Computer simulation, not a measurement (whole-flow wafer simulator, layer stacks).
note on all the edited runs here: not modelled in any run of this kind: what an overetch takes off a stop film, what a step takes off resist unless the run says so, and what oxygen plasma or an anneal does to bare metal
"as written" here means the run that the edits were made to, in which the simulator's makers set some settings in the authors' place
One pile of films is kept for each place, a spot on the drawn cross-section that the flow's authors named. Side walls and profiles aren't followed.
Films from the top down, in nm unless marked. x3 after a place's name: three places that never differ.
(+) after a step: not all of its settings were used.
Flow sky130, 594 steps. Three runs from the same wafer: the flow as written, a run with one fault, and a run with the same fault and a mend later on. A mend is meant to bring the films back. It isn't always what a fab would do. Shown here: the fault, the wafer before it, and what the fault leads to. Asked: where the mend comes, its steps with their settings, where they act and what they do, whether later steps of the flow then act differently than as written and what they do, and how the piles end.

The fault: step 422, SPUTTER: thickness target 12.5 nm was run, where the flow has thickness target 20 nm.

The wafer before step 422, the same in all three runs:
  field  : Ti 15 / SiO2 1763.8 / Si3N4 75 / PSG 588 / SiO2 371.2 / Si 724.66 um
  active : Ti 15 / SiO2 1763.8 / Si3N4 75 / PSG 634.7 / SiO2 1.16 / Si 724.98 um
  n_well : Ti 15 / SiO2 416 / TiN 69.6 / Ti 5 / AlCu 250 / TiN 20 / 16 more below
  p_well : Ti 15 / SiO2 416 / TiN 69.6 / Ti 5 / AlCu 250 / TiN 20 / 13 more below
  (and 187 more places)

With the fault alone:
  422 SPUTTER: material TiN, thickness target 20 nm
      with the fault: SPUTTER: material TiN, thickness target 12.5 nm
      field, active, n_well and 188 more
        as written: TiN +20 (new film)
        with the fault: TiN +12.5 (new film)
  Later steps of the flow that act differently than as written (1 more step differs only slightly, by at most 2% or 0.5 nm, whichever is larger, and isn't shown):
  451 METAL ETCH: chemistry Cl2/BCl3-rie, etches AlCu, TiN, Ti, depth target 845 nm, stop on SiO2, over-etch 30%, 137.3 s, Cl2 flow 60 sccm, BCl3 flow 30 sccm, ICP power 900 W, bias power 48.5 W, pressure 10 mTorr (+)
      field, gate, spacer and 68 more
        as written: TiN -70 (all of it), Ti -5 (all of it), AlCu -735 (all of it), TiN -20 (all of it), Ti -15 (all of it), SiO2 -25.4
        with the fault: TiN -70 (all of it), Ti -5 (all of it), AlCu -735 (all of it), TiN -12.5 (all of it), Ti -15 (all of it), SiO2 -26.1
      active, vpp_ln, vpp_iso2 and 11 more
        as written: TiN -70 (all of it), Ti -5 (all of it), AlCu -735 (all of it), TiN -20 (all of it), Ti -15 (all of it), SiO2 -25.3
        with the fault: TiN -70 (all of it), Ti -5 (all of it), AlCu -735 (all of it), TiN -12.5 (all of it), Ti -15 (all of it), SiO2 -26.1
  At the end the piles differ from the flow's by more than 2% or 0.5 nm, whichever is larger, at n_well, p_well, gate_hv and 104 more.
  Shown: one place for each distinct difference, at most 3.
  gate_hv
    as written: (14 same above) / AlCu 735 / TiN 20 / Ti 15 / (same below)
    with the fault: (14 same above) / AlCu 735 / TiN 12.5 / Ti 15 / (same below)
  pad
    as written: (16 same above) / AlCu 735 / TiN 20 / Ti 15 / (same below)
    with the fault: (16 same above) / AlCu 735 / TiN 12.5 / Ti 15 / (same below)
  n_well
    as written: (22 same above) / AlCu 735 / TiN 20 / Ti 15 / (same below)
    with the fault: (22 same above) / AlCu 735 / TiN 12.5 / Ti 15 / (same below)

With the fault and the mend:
  The mend comes after step 422.
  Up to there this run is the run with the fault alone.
  422a SPUTTER: material TiN, thickness target 7.5 nm (the flow's step 422 once more, with other settings)
      field, active, n_well and 188 more
        TiN +7.5
  No later step of the flow acts differently than as written at any place that is followed.
  At the end the piles are the same as the flow's at every place that both follow.
